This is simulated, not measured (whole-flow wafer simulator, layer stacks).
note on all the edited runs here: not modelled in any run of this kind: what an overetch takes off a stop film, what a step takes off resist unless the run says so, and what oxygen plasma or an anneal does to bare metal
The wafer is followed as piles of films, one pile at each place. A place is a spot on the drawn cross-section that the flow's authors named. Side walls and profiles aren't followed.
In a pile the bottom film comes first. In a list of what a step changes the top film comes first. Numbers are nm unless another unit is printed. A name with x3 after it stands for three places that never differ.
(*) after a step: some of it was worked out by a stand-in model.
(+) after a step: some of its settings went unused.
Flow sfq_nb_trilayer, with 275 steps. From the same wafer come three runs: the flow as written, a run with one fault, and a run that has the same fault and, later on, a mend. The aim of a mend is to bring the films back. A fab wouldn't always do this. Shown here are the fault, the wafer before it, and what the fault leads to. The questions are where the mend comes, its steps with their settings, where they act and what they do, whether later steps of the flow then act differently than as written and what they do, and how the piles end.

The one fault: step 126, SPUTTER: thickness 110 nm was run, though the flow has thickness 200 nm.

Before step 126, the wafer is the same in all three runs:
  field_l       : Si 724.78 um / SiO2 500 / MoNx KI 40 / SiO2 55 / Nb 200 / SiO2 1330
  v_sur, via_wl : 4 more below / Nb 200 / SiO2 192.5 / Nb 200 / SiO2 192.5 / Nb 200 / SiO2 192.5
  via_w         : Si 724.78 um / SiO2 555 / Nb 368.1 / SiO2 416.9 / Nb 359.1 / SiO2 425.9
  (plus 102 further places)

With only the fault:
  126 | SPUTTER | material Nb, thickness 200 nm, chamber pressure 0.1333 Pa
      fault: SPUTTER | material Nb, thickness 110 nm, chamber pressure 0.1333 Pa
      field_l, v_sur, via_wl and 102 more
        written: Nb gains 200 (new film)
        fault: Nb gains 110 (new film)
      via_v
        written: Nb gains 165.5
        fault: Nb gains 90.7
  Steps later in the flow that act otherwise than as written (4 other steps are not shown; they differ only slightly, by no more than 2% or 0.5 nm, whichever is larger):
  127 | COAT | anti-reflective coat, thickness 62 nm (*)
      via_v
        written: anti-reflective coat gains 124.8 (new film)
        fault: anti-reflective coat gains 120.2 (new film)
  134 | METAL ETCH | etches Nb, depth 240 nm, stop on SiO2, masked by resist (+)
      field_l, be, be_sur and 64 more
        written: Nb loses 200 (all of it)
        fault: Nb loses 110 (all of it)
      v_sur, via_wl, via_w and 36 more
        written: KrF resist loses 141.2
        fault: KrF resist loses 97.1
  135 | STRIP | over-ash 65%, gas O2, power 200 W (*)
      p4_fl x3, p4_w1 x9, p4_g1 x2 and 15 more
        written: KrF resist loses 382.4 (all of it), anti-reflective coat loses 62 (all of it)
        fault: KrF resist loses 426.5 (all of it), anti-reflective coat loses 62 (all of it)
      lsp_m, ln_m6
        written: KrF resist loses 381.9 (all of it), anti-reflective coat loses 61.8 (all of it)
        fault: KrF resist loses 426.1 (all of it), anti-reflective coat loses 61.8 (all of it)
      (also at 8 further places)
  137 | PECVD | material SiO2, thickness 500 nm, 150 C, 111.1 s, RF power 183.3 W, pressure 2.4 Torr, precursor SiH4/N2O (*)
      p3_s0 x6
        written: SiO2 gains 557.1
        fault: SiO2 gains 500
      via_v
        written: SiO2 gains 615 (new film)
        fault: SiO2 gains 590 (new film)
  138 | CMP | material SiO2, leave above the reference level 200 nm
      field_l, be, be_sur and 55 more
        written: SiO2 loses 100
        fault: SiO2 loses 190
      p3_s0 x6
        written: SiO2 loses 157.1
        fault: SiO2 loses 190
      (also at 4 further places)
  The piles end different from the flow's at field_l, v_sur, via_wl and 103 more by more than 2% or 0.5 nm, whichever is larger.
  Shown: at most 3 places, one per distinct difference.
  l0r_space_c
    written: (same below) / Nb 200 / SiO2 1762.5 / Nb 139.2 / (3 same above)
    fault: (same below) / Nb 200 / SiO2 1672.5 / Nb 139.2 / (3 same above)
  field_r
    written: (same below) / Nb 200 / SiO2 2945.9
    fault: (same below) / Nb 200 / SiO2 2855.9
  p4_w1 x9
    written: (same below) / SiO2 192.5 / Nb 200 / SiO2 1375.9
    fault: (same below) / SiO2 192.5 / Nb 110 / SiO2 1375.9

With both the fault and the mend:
  After step 132 comes the mend.
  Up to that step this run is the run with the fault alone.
  132a | STRIP | over-ash 65%, gas O2, power 200 W (*)
      p3_s0 x6, p3_fr x3, wl_d_sl and 38 more
        anti-reflective coat loses 62 (all of it)
      p4_fl x3, p4_w1 x9, p4_g1 x2 and 15 more
        KrF resist loses 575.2 (all of it), anti-reflective coat loses 62 (all of it)
      moat, field_r, lsp_l, lsp_r, l0_sur, l0v
        anti-reflective coat loses 61.8 (all of it)
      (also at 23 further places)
  132b | SPUTTER | material Nb, thickness 90 nm, chamber pressure 0.1333 Pa (the flow's step 126 again, with other settings)
      field_l, v_sur, via_wl and 102 more
        Nb gains 90
      via_v
        Nb gains 73
  132c | COAT | anti-reflective coat, thickness 62 nm (*) (the flow's step 127 again)
      p4_fl x3, p4_w1 x9, p4_g1 x2 and 63 more
        anti-reflective coat gains 62 (new film)
      moat, field_r, lsp_l and 6 more
        anti-reflective coat gains 61.8 (new film)
      be_r, r_sur, res, r_end
        anti-reflective coat gains 61.7 (new film)
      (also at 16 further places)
  132d | COAT | KrF resist, thickness 600 nm (*) (the flow's step 128 again)
      p4_fl x3, p4_w1 x9, p4_g1 x2 and 63 more
        KrF resist gains 600 (new film)
      field_r, lsp_l, ln_m5, lsp_m, l0v
        KrF resist gains 599.5 (new film)
      ln_m6, lsp_r, l0_sur
        KrF resist gains 599.6 (new film)
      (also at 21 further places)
  132e | SOFTBAKE | KrF resist (the flow's step 129 again)
      alters no film at any place that is followed
  132f | EXPOSE | photomask M4, dose 12.11 mJ/cm2, NA 0.6, wavelength 248 nm (*) (the flow's step 130 again)
      alters no film at any place that is followed
  132g | PEB | KrF resist, 90 s (the flow's step 131 again)
      field_l, v_sur, via_wl and 97 more
        KrF resist loses 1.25
      via_w, via_wr, via_sp, wire, be
        KrF resist loses 1.24
      via_v
        KrF resist loses 1.61
  132h | DEVELOP | KrF resist, thickness 600 nm, 60 s (the flow's step 132 again)
      p3_s0 x6, p3_fr x3, wl_d_sl and 38 more
        KrF resist loses 598.7 (all of it)
      v_sur, via_wl, via_w and 36 more
        KrF resist loses 23.5
      moat, field_r, lsp_l
        KrF resist loses 598.2 (all of it)
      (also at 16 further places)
  Every later step of the flow that is run acts as written, at every place that is followed, to within 2% or 0.5 nm, whichever is larger.
  At the end the piles are close to the flow's at the places that both follow, differing by at most 2% or 0.5 nm, whichever is larger.
